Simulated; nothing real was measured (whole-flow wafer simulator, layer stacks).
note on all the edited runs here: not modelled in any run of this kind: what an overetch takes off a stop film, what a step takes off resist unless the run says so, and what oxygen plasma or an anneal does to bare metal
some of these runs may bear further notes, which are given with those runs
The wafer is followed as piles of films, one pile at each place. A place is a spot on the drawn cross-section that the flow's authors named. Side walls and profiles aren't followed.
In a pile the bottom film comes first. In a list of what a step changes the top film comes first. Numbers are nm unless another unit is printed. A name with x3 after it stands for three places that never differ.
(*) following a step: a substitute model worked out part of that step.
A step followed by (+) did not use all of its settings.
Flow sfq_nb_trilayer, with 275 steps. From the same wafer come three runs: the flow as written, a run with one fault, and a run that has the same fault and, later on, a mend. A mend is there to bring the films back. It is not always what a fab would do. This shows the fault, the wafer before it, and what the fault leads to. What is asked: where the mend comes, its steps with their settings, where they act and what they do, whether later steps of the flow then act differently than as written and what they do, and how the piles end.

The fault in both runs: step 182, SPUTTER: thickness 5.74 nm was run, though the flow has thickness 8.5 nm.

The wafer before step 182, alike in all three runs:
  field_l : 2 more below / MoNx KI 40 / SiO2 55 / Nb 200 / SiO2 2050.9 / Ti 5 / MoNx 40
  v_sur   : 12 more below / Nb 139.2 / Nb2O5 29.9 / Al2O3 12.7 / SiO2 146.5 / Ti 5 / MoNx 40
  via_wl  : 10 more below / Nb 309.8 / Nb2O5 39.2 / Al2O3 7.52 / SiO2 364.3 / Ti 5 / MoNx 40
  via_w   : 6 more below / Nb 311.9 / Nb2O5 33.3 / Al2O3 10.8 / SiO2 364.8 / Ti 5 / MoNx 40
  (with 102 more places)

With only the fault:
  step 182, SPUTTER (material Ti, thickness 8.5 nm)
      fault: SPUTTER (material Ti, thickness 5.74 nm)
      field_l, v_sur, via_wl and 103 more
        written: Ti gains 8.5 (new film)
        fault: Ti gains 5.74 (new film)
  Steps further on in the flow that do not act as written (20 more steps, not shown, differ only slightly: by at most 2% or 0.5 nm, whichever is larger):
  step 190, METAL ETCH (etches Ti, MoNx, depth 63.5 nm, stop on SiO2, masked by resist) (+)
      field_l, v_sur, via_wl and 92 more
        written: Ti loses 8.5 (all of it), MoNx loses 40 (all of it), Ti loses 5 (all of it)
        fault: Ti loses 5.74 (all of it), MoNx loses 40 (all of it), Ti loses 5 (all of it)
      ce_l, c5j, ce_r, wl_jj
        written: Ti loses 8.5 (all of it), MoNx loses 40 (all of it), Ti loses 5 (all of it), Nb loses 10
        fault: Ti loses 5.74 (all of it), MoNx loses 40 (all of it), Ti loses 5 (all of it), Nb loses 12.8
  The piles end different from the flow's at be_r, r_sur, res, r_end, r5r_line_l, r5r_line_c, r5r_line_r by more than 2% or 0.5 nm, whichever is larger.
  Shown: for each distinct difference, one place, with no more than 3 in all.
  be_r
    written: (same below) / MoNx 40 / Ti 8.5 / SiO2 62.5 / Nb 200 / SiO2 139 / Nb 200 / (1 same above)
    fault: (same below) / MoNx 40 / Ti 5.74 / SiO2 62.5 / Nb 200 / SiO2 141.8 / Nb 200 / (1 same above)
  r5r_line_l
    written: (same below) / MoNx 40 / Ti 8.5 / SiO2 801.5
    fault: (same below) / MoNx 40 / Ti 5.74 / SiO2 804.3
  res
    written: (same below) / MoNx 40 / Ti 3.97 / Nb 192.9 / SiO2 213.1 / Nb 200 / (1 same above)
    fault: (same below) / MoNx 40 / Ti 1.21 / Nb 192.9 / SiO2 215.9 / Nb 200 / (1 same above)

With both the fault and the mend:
  The mend follows step 188.
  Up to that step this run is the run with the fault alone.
  step 188a, STRIP (over-ash 65%, gas O2, power 200 W) (*)
      field_l, v_sur, via_wl and 96 more
        anti-reflective coat loses 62 (all of it)
      be_r, r_sur, res, r_end, r5r_line_l, r5r_line_c, r5r_line_r
        KrF resist loses 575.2 (all of it), anti-reflective coat loses 62 (all of it)
  step 188b, SPUTTER (material Ti, thickness 2.76 nm) (the flow's step 182, run once more with other settings)
      field_l, v_sur, via_wl and 103 more
        Ti gains 2.76
  step 188c, COAT (anti-reflective coat, thickness 62 nm) (the flow's step 183, run once more)
      field_l, v_sur, via_wl and 103 more
        anti-reflective coat gains 62 (new film)
  step 188d, COAT (KrF resist, thickness 600 nm) (the flow's step 184, run once more)
      field_l, v_sur, via_wl and 103 more
        KrF resist gains 600 (new film)
  step 188e, SOFTBAKE (KrF resist) (the flow's step 185, run once more)
      alters no film at any place that is followed
  step 188f, EXPOSE (photomask R5, dose 12.12 mJ/cm2, NA 0.6, wavelength 248 nm) (*) (the flow's step 186, run once more)
      alters no film at any place that is followed
  step 188g, PEB (KrF resist, 90 s) (the flow's step 187, run once more)
      field_l, v_sur, via_wl and 103 more
        KrF resist loses 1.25
  step 188h, DEVELOP (KrF resist, thickness 600 nm, 60 s) (the flow's step 188, run once more)
      field_l, v_sur, via_wl and 96 more
        KrF resist loses 598.7 (all of it)
      be_r, r_sur, res, r_end, r5r_line_l, r5r_line_c, r5r_line_r
        KrF resist loses 23.5
  None of the later steps of the flow acts differently than as written at any place that is followed.
  The piles end the same as the flow's at every place that both follow.
